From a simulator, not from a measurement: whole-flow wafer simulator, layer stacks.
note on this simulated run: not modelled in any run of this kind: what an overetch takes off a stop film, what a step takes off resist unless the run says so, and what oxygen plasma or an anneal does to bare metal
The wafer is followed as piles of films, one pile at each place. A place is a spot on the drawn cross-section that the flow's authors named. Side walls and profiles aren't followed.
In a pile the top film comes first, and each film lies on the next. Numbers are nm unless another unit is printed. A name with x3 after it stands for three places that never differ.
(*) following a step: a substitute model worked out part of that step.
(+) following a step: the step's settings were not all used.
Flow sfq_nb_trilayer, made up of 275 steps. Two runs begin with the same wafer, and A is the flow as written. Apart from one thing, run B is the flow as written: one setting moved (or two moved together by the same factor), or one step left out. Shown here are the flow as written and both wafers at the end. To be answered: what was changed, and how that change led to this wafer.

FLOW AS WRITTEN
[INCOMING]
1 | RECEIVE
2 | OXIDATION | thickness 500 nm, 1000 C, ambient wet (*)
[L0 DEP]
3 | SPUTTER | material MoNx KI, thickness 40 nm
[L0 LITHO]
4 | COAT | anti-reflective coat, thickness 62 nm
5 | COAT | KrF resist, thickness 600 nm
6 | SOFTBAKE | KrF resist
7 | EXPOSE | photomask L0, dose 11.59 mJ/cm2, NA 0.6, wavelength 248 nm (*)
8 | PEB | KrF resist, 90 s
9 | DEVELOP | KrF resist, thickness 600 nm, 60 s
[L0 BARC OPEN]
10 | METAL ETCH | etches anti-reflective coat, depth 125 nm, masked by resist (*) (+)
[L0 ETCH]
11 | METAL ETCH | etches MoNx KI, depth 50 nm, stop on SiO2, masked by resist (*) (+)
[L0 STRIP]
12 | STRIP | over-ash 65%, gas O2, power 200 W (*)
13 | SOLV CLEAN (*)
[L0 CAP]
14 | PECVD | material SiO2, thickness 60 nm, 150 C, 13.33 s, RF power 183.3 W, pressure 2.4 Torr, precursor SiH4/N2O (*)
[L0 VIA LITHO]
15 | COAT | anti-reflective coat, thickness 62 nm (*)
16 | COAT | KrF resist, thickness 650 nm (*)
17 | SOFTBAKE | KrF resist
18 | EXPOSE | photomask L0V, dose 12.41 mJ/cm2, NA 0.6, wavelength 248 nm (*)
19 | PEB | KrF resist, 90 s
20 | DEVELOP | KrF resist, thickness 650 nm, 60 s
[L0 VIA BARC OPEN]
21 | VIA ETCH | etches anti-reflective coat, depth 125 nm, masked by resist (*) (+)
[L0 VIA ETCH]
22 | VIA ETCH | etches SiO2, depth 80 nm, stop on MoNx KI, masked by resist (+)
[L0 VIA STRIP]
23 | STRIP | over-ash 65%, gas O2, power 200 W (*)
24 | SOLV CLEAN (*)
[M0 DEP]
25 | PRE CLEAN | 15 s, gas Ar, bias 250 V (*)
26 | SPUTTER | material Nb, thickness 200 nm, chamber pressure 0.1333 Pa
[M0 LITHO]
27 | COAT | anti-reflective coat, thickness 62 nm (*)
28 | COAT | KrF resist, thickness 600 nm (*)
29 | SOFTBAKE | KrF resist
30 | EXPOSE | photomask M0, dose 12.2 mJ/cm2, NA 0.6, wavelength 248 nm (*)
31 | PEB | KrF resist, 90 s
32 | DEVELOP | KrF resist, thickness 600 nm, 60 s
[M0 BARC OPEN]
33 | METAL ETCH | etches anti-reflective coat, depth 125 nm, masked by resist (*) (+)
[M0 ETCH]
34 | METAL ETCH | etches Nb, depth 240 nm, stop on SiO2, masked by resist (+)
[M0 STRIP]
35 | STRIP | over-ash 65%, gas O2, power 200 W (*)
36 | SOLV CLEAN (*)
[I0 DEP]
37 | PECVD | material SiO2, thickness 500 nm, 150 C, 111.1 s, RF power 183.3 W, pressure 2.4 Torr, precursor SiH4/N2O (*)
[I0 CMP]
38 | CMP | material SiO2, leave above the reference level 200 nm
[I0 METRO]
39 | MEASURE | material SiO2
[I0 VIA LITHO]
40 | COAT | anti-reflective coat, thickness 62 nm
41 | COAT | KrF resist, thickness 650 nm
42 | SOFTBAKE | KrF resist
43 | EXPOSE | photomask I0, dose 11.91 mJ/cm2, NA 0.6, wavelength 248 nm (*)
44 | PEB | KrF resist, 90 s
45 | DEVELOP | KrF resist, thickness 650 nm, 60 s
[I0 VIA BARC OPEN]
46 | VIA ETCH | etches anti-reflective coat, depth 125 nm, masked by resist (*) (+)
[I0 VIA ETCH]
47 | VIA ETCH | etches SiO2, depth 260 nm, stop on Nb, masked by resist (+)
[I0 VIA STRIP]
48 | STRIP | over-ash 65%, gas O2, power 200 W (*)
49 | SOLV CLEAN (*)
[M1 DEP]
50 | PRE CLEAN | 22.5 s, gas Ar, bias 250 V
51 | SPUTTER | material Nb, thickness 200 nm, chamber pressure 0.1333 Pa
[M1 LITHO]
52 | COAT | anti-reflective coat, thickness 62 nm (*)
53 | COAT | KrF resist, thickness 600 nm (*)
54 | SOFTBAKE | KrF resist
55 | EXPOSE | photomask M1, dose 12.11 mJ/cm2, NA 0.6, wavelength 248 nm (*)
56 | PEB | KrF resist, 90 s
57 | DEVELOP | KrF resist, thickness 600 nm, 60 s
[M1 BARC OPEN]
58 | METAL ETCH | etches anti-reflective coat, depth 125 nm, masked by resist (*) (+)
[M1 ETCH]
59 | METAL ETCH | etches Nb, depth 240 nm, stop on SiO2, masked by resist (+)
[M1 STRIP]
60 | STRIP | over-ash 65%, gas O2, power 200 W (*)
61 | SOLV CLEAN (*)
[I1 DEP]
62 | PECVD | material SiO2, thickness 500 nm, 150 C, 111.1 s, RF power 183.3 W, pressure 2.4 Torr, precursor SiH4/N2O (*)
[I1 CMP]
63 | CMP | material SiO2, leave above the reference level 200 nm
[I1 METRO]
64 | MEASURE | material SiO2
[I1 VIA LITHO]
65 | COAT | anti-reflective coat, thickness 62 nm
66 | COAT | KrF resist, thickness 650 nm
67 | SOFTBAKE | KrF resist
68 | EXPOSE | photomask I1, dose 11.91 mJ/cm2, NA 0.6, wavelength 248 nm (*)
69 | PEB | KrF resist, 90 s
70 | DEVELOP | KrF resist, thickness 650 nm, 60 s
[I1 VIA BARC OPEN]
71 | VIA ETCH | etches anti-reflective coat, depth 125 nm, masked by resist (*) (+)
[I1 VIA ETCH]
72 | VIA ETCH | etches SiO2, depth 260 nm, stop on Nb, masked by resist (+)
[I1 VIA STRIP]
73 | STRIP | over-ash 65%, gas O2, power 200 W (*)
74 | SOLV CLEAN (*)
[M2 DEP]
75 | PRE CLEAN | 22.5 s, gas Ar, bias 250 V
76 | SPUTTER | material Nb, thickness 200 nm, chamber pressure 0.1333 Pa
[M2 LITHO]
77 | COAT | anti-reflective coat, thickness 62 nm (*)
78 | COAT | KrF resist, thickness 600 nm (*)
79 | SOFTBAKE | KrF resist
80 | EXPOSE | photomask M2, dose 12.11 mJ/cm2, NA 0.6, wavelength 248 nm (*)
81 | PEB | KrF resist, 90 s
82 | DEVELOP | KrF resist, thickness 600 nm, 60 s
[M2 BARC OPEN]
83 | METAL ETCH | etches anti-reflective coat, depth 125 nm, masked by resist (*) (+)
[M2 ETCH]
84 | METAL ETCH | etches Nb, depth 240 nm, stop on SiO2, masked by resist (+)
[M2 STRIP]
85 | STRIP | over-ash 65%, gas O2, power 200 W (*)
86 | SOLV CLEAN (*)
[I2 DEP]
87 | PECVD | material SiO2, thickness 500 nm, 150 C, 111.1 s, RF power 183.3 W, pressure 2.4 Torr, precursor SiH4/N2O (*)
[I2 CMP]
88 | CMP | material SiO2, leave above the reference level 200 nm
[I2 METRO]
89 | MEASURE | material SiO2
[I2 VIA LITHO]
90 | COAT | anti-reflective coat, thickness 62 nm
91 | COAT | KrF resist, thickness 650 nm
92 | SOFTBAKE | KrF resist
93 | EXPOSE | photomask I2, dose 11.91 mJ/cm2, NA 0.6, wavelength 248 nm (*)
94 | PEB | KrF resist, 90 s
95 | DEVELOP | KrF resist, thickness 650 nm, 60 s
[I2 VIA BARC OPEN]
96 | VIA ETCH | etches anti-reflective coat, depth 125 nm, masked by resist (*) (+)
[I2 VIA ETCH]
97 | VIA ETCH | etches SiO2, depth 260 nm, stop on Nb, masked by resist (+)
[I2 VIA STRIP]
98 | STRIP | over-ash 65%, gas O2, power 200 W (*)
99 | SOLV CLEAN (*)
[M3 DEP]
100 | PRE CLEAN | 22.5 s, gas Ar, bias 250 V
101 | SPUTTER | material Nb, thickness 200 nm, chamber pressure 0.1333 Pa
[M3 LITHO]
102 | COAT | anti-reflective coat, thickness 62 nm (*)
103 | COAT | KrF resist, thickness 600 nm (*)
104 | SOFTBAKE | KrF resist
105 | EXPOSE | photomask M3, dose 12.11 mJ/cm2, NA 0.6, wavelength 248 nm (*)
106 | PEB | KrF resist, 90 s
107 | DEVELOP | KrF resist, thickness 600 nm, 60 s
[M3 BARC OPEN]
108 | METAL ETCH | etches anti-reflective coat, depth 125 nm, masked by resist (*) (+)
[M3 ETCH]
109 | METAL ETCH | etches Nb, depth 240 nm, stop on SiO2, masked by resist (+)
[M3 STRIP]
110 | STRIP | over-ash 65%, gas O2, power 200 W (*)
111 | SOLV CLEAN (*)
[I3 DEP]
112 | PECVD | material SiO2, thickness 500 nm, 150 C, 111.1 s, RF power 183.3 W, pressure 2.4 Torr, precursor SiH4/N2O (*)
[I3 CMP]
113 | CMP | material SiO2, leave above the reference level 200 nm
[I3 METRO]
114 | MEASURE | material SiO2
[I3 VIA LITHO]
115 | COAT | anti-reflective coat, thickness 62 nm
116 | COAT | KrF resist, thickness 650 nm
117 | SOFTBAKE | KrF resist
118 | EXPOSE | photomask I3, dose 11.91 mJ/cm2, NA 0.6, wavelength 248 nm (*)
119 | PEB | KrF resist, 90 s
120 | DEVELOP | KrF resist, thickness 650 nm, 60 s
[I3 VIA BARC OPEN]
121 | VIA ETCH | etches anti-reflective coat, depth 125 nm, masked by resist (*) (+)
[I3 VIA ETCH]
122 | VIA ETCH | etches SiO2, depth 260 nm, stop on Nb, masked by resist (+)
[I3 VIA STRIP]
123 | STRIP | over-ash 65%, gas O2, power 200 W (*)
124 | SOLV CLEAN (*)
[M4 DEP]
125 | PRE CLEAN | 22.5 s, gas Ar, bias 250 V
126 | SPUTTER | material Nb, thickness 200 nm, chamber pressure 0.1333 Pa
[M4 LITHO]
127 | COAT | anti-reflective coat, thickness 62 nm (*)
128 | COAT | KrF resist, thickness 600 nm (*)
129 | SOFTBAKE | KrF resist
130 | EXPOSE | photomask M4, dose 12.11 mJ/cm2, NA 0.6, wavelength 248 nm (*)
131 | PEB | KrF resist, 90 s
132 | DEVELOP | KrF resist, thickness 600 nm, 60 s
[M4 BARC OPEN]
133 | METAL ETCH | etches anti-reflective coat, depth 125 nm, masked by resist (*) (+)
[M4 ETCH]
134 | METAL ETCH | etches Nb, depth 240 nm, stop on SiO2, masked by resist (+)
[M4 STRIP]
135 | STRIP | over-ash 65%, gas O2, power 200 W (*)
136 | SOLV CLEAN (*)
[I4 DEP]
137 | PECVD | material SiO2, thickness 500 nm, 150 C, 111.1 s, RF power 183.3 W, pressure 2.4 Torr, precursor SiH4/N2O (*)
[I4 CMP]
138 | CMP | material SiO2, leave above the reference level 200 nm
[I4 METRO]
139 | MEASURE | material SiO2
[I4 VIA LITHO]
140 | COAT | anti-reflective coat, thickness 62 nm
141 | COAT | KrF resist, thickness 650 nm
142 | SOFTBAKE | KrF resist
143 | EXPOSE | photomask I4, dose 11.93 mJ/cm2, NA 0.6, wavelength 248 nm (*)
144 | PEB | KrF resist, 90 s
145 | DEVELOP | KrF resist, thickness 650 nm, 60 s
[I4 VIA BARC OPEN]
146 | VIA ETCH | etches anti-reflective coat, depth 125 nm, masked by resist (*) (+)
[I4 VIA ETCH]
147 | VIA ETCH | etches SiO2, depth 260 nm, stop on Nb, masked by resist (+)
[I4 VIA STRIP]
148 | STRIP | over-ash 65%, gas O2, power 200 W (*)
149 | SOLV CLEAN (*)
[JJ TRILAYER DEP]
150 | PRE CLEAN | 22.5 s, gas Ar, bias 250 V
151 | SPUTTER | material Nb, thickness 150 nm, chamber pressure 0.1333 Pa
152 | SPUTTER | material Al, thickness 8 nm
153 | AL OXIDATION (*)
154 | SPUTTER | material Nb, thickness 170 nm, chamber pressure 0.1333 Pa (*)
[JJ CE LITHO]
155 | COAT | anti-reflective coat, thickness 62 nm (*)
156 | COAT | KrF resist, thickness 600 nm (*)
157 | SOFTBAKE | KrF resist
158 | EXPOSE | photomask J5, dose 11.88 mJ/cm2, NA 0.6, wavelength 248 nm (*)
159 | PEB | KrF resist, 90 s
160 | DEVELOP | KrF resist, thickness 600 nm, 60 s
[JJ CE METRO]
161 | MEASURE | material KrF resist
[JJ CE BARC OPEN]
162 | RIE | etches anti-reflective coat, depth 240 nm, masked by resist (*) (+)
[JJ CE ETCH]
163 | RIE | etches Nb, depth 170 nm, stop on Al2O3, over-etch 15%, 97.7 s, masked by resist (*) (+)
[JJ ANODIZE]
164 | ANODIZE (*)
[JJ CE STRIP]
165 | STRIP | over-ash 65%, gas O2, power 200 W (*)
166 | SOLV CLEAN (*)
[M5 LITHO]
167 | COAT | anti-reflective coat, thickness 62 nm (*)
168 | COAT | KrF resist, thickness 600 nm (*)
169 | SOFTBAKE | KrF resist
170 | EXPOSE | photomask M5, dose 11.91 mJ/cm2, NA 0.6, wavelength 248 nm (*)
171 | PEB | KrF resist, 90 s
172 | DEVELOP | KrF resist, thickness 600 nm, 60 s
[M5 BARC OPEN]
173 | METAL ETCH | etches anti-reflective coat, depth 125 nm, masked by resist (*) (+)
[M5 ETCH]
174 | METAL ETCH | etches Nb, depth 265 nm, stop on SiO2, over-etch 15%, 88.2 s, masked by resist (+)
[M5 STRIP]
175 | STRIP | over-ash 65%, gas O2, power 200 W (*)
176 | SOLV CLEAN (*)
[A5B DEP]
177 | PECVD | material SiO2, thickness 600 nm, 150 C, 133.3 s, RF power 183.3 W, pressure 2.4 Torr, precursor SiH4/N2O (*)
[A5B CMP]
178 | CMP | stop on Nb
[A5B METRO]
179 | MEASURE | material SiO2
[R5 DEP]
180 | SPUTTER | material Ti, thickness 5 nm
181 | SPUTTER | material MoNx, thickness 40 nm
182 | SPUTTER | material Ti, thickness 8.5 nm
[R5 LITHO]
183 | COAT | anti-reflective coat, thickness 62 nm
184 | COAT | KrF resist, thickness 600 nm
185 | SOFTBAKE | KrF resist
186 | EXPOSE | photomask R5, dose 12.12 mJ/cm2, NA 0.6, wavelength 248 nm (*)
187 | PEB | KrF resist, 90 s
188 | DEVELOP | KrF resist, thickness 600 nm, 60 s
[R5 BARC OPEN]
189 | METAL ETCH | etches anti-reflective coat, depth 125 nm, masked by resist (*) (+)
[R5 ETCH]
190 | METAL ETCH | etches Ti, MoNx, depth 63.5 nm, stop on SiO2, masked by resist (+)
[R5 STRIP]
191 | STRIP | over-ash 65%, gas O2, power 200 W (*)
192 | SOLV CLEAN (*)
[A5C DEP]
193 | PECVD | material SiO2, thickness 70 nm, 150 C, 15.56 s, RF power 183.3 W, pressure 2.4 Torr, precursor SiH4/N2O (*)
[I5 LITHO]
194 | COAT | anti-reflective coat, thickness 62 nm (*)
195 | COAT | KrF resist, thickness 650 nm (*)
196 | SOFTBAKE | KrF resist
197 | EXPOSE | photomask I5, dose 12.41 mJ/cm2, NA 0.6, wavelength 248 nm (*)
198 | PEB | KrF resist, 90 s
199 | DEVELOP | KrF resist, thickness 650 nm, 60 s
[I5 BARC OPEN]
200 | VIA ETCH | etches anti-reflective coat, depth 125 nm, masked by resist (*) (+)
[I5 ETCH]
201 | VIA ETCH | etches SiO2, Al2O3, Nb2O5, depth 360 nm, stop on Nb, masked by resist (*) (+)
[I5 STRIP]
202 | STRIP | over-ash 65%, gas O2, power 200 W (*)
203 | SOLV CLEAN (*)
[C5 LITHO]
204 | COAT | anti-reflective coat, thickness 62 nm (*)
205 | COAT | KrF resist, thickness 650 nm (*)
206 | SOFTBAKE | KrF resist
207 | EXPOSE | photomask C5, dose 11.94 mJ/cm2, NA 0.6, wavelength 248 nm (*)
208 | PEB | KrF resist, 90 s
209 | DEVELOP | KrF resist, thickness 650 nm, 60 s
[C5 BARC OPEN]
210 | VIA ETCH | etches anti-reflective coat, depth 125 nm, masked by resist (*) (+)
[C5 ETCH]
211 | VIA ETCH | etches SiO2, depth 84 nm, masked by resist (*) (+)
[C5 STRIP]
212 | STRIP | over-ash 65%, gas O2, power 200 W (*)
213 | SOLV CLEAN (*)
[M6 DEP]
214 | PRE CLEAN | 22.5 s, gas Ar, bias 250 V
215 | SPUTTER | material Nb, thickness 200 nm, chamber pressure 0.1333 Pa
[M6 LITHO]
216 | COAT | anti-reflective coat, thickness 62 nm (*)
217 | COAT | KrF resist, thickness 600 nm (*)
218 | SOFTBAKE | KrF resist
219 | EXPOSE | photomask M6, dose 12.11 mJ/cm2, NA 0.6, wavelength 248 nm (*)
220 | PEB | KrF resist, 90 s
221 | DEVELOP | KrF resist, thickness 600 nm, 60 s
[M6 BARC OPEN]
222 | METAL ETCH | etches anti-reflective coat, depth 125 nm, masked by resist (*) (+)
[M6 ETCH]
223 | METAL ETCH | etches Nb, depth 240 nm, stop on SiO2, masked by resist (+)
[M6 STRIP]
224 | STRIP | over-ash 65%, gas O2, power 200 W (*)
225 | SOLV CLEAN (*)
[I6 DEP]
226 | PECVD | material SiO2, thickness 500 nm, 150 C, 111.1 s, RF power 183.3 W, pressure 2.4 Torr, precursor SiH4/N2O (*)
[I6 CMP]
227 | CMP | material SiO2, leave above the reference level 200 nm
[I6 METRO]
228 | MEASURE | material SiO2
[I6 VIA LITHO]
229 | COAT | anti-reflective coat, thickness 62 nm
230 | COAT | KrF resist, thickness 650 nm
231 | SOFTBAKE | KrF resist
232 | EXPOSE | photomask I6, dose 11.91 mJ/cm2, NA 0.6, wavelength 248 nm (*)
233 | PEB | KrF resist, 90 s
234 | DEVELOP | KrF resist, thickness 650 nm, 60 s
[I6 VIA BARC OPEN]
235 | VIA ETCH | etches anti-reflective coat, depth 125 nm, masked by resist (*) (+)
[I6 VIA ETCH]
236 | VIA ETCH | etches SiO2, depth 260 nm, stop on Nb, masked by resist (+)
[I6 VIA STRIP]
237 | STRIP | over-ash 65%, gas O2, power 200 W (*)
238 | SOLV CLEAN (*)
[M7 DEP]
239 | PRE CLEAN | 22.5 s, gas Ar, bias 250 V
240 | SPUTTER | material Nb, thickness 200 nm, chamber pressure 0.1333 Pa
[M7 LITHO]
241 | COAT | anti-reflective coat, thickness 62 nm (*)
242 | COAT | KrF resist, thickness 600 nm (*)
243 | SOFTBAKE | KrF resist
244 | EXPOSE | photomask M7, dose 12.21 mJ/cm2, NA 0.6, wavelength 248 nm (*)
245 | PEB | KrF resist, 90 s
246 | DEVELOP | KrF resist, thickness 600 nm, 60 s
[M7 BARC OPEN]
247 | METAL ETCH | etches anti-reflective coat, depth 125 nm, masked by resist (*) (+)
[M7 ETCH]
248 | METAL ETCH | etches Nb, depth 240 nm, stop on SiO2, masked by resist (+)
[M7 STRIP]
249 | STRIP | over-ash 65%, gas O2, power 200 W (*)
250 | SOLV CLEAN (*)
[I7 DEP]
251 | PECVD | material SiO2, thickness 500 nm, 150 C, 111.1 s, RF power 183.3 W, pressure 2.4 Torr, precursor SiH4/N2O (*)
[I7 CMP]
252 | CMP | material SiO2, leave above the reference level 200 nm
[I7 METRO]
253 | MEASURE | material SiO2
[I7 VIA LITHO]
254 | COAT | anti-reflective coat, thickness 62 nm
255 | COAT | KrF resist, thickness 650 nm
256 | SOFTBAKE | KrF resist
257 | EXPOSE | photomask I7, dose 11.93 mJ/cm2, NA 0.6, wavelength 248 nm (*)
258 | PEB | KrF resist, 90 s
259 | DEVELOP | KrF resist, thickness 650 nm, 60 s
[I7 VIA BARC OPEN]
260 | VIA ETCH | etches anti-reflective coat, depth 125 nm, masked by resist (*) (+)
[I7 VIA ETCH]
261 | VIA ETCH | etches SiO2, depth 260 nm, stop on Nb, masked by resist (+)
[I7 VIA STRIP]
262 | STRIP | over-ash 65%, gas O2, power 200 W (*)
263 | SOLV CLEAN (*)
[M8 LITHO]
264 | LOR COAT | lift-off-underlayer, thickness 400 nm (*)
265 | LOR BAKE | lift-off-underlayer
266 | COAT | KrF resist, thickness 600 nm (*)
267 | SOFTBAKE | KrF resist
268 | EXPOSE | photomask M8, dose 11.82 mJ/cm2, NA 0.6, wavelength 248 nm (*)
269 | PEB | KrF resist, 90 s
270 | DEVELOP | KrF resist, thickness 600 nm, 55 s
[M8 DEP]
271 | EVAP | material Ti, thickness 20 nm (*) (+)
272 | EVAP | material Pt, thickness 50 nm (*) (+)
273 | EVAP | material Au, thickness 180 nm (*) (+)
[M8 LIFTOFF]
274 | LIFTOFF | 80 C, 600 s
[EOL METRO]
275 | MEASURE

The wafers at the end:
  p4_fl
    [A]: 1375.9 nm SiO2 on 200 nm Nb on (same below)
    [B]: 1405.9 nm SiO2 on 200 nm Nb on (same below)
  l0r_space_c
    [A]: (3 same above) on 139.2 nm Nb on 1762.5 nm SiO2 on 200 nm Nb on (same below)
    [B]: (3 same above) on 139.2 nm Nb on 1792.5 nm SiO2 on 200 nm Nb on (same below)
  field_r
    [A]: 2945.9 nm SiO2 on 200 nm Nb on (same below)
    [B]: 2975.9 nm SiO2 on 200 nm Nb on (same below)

What caused this: step 138, CMP: leave above the reference level 230 nm was run, though the flow has leave above the reference level 200 nm.

How this came from the change, step by step:
  138 | CMP | material SiO2, leave above the reference level 200 nm
      field_l, be, be_sur and 55 more: A -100 SiO2 | B -70 SiO2
      v_sur, via_wl, via_w and 35 more: A -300 SiO2 | B -270 SiO2
      (also at 10 further places)
  147 | VIA ETCH | etches SiO2, depth 260 nm, stop on Nb, masked by resist (+)
      via_wl, via_w, via_wr: A -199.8 SiO2 (all of it) | B -229.8 SiO2 (all of it)
  151 | SPUTTER | material Nb, thickness 150 nm, chamber pressure 0.1333 Pa
      via_wl, via_w, via_wr: A +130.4 Nb | B +126.9 Nb
  154 | SPUTTER | material Nb, thickness 170 nm, chamber pressure 0.1333 Pa (*)
      via_wl, via_wr: A +140.7 Nb (new film) | B +135.4 Nb (new film)
      via_w: A +141 Nb (new film) | B +135.7 Nb (new film)
  155 | COAT | anti-reflective coat, thickness 62 nm (*)
      via_wl, via_wr: A +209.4 anti-reflective coat (new film) | B +240.1 anti-reflective coat (new film)
      v_sur: A +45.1 anti-reflective coat (new film) | B +44 anti-reflective coat (new film)
      (also at 1 further place)
  156 | COAT | KrF resist, thickness 600 nm (*)
      via_w: A +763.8 KrF resist (new film) | B +791.5 KrF resist (new film)
  160 | DEVELOP | KrF resist, thickness 600 nm, 60 s
      via_w: A -762.1 KrF resist (all of it) | B -789.8 KrF resist (all of it)
  162 | RIE | etches anti-reflective coat, depth 240 nm, masked by resist (*) (+)
      ce_l, c5j, ce_r, wl_jj: A -209.4 KrF resist | B -240 KrF resist
      via_wl, via_wr: A -209.4 anti-reflective coat (all of it) | B -240.1 anti-reflective coat (all of it)
      (also at 2 further places)
  163 | RIE | etches Nb, depth 170 nm, stop on Al2O3, over-etch 15%, 97.7 s, masked by resist (*) (+)
      via_wl, via_wr: A -140.7 Nb (all of it), -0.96 Al2O3 (all of it) | B -135.4 Nb (all of it), -0.96 Al2O3 (all of it)
      via_w: A -141 Nb (all of it), -0.96 Al2O3 (all of it) | B -135.7 Nb (all of it), -0.96 Al2O3 (all of it)
  164 | ANODIZE (*)
      via_w: A +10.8 Al2O3 (new film), +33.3 Nb2O5 (new film), -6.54 Al (all of it), -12 Nb | B +10.4 Al2O3 (new film), +34 Nb2O5 (new film), -6.31 Al (all of it), -12.2 Nb
  165 | STRIP | over-ash 65%, gas O2, power 200 W (*)
      ce_l: A -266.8 KrF resist (all of it), -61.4 anti-reflective coat (all of it) | B -236 KrF resist (all of it), -61.4 anti-reflective coat (all of it)
      c5j: A -266.9 KrF resist (all of it), -61.5 anti-reflective coat (all of it) | B -236 KrF resist (all of it), -61.4 anti-reflective coat (all of it)
      (also at 2 further places)
  167 | COAT | anti-reflective coat, thickness 62 nm (*)
      v_sur: A +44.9 anti-reflective coat (new film) | B +43.9 anti-reflective coat (new film)
      via_wl: A +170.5 anti-reflective coat (new film) | B +193.8 anti-reflective coat (new film)
      (also at 3 further places)
  168 | COAT | KrF resist, thickness 600 nm (*)
      via_w: A +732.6 KrF resist (new film) | B +754.2 KrF resist (new film)
  175 | STRIP | over-ash 65%, gas O2, power 200 W (*)
      v_sur: A -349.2 KrF resist (all of it), -44.9 anti-reflective coat (all of it) | B -344.6 KrF resist (all of it), -43.9 anti-reflective coat (all of it)
      via_wl: A -427 KrF resist (all of it), -170.5 anti-reflective coat (all of it) | B -429.5 KrF resist (all of it), -193.8 anti-reflective coat (all of it)
      (also at 3 further places)
  177 | PECVD | material SiO2, thickness 600 nm, 150 C, 133.3 s, RF power 183.3 W, pressure 2.4 Torr, precursor SiH4/N2O (*)
      via_wl, via_wr: A +600 SiO2 (new film) | B +625 SiO2 (new film)
      via_w: A +600 SiO2 (new film) | B +625.5 SiO2 (new film)
  178 | CMP | stop on Nb
      via_wl, via_wr: A -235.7 SiO2 | B -227.2 SiO2
      via_w: A -235.2 SiO2 | B -227.2 SiO2
